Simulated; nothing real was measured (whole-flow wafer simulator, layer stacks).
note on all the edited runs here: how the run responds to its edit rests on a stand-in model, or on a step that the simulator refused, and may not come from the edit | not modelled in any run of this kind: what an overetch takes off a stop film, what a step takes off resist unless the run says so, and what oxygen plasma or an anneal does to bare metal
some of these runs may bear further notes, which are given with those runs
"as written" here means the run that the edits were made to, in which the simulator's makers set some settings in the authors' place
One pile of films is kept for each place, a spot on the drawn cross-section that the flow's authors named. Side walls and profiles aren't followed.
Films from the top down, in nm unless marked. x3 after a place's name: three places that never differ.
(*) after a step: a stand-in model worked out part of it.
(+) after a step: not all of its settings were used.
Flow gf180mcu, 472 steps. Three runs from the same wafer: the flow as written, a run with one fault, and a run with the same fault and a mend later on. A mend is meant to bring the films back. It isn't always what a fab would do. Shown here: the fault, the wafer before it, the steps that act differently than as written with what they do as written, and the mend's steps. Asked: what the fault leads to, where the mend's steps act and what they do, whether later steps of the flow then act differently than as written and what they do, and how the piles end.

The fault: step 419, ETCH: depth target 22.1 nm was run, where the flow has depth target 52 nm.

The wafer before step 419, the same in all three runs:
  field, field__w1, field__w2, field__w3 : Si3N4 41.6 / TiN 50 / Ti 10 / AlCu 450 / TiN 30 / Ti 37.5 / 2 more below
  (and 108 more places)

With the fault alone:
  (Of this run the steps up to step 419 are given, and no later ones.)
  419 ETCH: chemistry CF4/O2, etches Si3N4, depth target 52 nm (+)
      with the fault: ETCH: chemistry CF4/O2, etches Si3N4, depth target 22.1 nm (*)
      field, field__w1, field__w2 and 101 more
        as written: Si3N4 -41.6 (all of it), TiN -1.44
        with the fault: Si3N4 -22.1
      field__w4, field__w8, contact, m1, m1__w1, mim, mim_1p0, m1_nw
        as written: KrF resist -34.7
        with the fault: KrF resist -14.7
  After step 419 the piles differ from the flow's by more than 2% or 0.5 nm, whichever is larger, at field, field__w1, field__w2 and 108 more.
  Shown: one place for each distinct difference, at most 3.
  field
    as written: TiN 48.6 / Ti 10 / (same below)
    with the fault: Si3N4 19.5 / TiN 50 / Ti 10 / (same below)
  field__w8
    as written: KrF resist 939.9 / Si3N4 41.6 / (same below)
    with the fault: KrF resist 959.8 / Si3N4 41.6 / (same below)
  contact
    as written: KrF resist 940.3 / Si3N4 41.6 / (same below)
    with the fault: KrF resist 960.2 / Si3N4 41.6 / (same below)

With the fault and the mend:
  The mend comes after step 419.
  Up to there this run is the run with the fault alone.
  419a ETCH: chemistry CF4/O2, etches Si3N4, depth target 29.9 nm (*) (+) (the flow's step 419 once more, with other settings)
      field, field__w1, field__w2 and 101 more
        Si3N4 -19.5 (all of it), TiN -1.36
      field__w4, field__w8, contact, m1, m1__w1, mim, mim_1p0, m1_nw
        KrF resist -19.5
  No later step of the flow acts differently than as written, at any place that is followed, by more than 2% or 0.5 nm, whichever is larger.
  At the end the piles are the same as the flow's at every place that both follow.
